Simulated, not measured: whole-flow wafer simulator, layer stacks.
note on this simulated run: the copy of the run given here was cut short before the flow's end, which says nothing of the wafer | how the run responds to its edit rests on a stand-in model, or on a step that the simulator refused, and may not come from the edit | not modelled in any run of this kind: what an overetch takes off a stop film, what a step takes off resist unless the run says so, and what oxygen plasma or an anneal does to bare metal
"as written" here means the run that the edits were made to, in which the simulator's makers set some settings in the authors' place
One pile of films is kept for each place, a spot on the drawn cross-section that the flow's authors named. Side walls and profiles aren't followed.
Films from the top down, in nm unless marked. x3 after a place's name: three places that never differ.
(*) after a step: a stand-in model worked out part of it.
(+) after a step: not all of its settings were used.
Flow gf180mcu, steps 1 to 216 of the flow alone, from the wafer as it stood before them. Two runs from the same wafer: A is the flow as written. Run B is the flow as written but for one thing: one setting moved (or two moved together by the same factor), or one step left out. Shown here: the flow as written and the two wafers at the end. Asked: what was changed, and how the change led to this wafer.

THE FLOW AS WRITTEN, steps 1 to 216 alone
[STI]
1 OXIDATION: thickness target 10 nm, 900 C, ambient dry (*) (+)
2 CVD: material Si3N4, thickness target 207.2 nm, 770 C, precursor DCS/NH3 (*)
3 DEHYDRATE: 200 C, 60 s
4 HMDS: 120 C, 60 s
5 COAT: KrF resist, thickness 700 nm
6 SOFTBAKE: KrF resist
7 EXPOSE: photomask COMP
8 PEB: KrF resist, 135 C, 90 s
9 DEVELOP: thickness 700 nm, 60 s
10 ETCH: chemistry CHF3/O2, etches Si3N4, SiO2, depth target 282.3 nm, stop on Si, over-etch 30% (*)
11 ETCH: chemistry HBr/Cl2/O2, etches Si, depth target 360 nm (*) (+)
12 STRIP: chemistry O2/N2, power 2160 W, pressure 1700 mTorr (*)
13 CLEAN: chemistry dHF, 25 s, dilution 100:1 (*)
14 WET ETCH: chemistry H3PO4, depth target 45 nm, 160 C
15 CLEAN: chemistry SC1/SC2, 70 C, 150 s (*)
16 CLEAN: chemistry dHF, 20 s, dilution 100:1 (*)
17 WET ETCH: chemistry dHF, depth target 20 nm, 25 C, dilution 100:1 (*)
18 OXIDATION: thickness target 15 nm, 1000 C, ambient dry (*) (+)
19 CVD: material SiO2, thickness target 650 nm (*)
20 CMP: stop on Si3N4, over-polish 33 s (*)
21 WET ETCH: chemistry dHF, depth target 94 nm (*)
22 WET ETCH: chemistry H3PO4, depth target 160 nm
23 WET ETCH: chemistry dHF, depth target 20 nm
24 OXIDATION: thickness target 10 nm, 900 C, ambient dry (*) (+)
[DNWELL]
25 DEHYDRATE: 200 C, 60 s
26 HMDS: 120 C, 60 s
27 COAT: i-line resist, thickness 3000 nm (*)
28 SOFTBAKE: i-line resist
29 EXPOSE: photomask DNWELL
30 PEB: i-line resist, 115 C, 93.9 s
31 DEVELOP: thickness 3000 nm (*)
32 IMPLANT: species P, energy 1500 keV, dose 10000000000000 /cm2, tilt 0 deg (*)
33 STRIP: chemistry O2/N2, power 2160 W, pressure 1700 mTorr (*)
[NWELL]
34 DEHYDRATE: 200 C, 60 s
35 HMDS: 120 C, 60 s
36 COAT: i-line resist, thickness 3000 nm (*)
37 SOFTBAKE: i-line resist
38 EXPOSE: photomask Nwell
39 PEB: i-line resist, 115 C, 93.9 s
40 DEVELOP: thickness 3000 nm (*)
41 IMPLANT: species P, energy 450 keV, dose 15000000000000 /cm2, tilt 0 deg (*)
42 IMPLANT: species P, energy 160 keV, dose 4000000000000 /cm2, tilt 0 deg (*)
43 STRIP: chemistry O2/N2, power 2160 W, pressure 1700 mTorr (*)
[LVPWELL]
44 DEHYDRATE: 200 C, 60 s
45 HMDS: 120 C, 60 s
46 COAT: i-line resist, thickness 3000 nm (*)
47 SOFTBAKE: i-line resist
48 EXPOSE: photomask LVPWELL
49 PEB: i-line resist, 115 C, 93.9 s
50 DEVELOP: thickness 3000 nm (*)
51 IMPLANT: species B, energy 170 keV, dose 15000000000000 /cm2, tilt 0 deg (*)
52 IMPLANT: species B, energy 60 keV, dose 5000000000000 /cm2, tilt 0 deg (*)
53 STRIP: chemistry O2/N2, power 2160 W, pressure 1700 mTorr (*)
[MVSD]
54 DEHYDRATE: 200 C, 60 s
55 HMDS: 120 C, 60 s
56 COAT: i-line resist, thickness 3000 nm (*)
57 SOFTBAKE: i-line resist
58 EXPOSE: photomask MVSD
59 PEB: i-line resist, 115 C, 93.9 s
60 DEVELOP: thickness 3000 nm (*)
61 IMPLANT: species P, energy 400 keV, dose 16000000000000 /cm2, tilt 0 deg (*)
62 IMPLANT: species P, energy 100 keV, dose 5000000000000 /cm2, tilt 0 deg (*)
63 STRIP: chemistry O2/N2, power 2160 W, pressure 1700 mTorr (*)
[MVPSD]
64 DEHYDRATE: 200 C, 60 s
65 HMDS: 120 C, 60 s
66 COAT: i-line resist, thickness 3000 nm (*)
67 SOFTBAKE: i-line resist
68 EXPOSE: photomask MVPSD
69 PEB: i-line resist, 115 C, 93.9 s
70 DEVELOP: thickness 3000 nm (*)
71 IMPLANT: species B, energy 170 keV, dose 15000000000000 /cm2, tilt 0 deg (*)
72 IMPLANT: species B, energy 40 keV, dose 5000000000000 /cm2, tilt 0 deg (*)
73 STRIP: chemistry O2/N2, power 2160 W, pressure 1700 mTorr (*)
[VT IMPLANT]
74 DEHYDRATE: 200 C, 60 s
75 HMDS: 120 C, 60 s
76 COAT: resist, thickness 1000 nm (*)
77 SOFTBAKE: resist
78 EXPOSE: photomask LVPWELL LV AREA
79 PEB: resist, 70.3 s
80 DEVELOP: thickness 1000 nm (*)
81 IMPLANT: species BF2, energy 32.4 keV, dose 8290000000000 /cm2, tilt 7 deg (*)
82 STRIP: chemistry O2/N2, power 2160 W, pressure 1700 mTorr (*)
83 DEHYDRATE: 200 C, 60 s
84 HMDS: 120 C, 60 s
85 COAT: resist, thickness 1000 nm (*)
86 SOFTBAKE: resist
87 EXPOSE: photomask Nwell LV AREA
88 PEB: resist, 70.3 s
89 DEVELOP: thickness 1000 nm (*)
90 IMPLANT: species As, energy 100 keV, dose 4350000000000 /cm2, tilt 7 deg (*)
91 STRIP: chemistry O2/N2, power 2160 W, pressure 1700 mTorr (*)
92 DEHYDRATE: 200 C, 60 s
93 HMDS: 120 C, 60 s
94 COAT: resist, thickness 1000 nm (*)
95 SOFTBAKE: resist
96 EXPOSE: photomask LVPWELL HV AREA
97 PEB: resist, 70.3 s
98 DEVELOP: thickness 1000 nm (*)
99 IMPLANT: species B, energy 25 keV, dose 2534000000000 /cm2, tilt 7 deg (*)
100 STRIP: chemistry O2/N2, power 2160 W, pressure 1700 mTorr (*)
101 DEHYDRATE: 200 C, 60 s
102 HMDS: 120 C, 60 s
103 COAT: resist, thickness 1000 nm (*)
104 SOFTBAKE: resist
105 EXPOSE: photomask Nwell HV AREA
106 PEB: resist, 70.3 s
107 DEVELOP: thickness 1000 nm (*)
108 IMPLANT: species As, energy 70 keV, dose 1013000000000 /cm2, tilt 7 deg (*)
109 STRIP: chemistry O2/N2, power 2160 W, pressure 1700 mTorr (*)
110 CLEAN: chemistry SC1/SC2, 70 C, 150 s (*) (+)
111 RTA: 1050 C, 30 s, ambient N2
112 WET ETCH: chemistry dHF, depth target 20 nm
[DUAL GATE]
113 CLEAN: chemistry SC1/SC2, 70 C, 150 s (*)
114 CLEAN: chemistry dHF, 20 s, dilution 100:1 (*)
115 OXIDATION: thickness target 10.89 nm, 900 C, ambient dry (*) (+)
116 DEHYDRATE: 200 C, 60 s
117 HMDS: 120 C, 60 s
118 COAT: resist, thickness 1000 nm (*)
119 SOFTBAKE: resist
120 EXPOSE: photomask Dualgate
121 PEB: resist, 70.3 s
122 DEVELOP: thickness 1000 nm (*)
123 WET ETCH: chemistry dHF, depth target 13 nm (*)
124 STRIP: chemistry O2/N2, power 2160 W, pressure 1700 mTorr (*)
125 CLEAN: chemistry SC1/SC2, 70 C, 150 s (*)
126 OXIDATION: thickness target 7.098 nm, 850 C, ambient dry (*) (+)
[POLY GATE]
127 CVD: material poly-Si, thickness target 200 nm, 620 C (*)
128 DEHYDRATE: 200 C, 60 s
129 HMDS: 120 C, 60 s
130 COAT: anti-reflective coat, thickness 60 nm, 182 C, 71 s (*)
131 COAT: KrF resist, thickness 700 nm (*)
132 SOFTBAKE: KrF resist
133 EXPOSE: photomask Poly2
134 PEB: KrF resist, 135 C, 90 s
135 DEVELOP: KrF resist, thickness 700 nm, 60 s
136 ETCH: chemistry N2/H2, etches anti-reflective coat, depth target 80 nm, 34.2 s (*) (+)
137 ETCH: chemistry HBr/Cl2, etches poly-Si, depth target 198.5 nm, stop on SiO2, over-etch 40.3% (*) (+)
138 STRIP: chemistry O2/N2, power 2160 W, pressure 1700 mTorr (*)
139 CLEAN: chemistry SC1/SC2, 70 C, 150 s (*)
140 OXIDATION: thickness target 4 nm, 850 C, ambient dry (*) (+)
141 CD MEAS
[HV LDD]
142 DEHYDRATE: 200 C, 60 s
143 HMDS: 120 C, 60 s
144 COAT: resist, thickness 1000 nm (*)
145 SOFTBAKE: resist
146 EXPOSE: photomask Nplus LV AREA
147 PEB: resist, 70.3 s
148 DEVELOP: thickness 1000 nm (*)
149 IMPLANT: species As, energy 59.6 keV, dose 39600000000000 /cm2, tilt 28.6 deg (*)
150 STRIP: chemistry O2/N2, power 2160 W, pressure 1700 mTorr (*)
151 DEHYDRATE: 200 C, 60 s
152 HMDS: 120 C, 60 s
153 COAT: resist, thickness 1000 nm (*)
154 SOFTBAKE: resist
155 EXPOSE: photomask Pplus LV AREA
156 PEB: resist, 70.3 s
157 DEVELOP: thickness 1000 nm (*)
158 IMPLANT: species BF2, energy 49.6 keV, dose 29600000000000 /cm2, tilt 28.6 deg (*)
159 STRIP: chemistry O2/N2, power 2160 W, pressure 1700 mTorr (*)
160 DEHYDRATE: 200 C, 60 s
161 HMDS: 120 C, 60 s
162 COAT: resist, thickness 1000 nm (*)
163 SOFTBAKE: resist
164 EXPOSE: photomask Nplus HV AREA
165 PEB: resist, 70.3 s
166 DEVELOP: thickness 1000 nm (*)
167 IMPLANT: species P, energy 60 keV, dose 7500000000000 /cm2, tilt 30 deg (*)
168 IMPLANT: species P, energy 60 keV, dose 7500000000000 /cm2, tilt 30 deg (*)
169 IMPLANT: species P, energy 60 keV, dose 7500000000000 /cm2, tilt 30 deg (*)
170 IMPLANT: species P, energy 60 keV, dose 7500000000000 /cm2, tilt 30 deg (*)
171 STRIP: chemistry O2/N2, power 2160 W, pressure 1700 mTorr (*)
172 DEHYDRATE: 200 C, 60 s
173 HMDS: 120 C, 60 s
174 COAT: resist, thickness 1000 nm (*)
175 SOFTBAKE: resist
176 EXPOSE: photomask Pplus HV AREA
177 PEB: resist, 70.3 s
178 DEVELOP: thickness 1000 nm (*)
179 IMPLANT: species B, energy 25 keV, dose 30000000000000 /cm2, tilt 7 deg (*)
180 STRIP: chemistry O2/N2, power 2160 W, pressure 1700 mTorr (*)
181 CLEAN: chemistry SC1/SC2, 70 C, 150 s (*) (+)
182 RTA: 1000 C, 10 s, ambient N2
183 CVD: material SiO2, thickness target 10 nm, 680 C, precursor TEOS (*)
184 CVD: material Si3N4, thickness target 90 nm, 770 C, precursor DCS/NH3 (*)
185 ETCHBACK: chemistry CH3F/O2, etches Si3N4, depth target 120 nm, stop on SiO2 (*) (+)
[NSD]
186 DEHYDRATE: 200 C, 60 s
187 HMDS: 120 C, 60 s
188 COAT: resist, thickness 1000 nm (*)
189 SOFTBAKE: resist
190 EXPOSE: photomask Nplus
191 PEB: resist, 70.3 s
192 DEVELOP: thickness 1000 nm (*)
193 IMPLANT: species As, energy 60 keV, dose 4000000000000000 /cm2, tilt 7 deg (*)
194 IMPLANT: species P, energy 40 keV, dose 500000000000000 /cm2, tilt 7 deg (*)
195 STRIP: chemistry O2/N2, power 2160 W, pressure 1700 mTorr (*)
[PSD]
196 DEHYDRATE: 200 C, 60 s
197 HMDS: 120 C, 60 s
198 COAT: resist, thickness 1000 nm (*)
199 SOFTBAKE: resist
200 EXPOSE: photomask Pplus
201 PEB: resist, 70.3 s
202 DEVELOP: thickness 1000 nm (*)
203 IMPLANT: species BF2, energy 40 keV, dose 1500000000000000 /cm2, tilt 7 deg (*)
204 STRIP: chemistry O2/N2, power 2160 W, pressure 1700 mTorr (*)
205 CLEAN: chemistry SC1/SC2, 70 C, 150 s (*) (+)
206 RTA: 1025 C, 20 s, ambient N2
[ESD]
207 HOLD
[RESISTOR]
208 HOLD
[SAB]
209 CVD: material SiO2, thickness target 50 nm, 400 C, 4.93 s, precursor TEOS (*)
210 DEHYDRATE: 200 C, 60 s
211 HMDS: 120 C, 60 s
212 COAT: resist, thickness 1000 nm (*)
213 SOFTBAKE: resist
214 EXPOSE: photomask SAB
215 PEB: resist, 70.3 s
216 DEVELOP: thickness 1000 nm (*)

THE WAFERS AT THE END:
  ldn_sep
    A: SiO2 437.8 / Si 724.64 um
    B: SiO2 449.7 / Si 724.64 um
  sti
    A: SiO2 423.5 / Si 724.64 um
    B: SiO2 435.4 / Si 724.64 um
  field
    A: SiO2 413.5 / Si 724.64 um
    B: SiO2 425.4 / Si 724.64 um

The cause: step 23, WET ETCH: depth target 10.8 nm was run, where the flow has depth target 20 nm.

How the change led to this, step by step:
  23 WET ETCH: chemistry dHF, depth target 20 nm
      field, field_sub, sti and 34 more: A SiO2 -26 | B SiO2 -14
  28 SOFTBAKE: i-line resist
      ldn_fp, ldn_drn: A i-line resist +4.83 | B i-line resist +6.26
      field: A i-line resist +2.45 | B i-line resist +3.32
      (and at 37 more places)
  37 SOFTBAKE: i-line resist
      ldn_fp, ldn_drn: A i-line resist +4.83 | B i-line resist +6.26
      field: A i-line resist +2.45 | B i-line resist +3.32
      (and at 37 more places)
  47 SOFTBAKE: i-line resist
      ldn_fp, ldn_drn: A i-line resist +4.83 | B i-line resist +6.26
      field: A i-line resist +2.45 | B i-line resist +3.32
      (and at 37 more places)
  57 SOFTBAKE: i-line resist
      ldn_fp, ldn_drn: A i-line resist +4.83 | B i-line resist +6.26
      field: A i-line resist +2.45 | B i-line resist +3.32
      (and at 37 more places)
  67 SOFTBAKE: i-line resist
      ldn_fp, ldn_drn: A i-line resist +4.83 | B i-line resist +6.26
      field: A i-line resist +2.45 | B i-line resist +3.32
      (and at 37 more places)
  77 SOFTBAKE: resist
      gate_p_hv: A resist +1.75 | B resist +2.37
      iso_ptap_sub: A resist +1.9 | B resist +2.45
  86 SOFTBAKE: resist
      gate_p_hv: A resist +1.75 | B resist +2.37
      iso_ptap_sub: A resist +1.9 | B resist +2.45
  95 SOFTBAKE: resist
      gate_p_hv: A resist +1.75 | B resist +2.37
      iso_ptap_sub: A resist +1.9 | B resist +2.45
  104 SOFTBAKE: resist
      gate_p_hv: A resist +1.75 | B resist +2.37
      iso_ptap_sub: A resist +1.9 | B resist +2.45
  119 SOFTBAKE: resist
      field_sub: A resist -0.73 | B resist -1.28
      gate_p_hv: A resist +0.83 | B resist +1.44
      (and at 1 more place)
  130 COAT: anti-reflective coat, thickness 60 nm, 182 C, 71 s (*)
      p_well, spacer, sd_n: A anti-reflective coat +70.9 (new film) | B anti-reflective coat +82.3 (new film)
      ldn_acc, ldp_acc: A anti-reflective coat +66.9 (new film) | B anti-reflective coat +71.5 (new film)
      (and at 69 more places)
  136 ETCH: chemistry N2/H2, etches anti-reflective coat, depth target 80 nm, 34.2 s (*) (+)
      p_well, spacer, sd_n: A anti-reflective coat -70.9 (all of it), poly-Si -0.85 | B anti-reflective coat -82.3 (all of it), poly-Si -0.56
      field: A anti-reflective coat -61.5 (all of it), poly-Si -1.09 | B anti-reflective coat -57.6 (all of it), poly-Si -1.19
      (and at 49 more places)
  138 STRIP: chemistry O2/N2, power 2160 W, pressure 1700 mTorr (*)
      gate: A chemical SiO2 +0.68 (new film), KrF resist -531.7 (all of it), anti-reflective coat -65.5 (all of it), poly-Si -0.3 | B chemical SiO2 +0.68 (new film), KrF resist -532.5 (all of it), anti-reflective coat -70.7 (all of it), poly-Si -0.3
      gate_hv: A chemical SiO2 +0.68 (new film), KrF resist -528.4 (all of it), anti-reflective coat -61 (all of it), poly-Si -0.3 | B chemical SiO2 +0.68 (new film), KrF resist -530.9 (all of it), anti-reflective coat -62.9 (all of it), poly-Si -0.3
      (and at 19 more places)
  145 SOFTBAKE: resist
      field_sub: A resist +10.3 | B resist +9.77
      gate_p_hv: A resist -7.98 | B resist -7.3
      (and at 5 more places)
  154 SOFTBAKE: resist
      field_sub: A resist +10.3 | B resist +9.77
      gate_p_hv: A resist -7.98 | B resist -7.3
      (and at 5 more places)
  ... 5 more steps ...
  213 SOFTBAKE: resist
      gate_p_hv: A resist -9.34 | B resist -8.7
      iso_ptap_sub: A resist +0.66 | B resist +1.21
      (and at 4 more places)
